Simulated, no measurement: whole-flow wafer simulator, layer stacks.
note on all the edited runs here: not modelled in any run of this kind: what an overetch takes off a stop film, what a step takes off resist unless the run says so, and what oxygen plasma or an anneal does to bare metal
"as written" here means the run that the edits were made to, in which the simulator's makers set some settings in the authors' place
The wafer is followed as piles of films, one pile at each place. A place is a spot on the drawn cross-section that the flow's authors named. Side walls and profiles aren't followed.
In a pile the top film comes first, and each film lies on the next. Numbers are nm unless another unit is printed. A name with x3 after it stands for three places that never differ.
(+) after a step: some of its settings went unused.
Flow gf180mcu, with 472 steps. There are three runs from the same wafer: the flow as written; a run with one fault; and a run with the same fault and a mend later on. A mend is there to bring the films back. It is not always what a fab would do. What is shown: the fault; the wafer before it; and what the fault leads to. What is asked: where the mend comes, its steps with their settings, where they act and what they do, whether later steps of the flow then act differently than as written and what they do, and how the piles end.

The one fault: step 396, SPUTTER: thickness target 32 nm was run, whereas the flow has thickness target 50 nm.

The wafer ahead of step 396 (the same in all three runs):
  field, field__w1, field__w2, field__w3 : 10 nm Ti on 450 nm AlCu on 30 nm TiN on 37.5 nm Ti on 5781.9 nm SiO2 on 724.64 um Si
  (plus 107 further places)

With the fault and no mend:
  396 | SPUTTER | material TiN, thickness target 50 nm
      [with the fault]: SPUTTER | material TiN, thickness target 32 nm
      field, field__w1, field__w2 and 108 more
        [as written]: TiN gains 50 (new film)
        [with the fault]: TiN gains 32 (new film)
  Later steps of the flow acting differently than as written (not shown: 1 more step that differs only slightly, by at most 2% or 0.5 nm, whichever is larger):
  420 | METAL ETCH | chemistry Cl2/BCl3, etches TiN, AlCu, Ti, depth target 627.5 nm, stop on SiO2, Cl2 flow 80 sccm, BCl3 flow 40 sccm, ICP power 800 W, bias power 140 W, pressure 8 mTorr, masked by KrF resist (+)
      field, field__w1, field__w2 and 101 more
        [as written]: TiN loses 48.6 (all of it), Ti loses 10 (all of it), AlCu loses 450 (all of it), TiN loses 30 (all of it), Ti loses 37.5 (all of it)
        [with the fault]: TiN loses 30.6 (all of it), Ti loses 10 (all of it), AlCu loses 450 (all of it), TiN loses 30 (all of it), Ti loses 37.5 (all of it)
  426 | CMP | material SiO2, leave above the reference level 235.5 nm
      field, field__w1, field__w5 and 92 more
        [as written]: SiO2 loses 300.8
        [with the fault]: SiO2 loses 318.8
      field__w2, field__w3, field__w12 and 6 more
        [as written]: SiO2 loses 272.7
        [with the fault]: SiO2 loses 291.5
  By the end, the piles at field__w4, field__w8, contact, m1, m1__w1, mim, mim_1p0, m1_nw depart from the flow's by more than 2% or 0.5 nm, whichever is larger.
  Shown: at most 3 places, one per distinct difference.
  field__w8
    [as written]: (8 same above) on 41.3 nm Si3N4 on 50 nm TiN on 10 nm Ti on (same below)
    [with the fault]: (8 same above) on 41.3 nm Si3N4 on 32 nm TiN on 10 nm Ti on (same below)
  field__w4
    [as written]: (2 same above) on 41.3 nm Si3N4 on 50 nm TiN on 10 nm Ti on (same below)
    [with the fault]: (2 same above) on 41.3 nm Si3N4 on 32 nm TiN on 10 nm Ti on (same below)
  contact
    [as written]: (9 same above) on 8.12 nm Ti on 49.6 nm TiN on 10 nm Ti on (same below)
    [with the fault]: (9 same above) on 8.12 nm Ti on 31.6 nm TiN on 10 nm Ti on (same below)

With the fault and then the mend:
  The mend stands after step 396.
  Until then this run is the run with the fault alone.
  396a | SPUTTER | material TiN, thickness target 18 nm (a further turn of the flow's step 396, with different settings)
      field, field__w1, field__w2 and 108 more
        TiN gains 18
  Later steps of the flow that are run all act as written at every place that is followed.
  At every place that both follow, the piles at the end match the flow's.
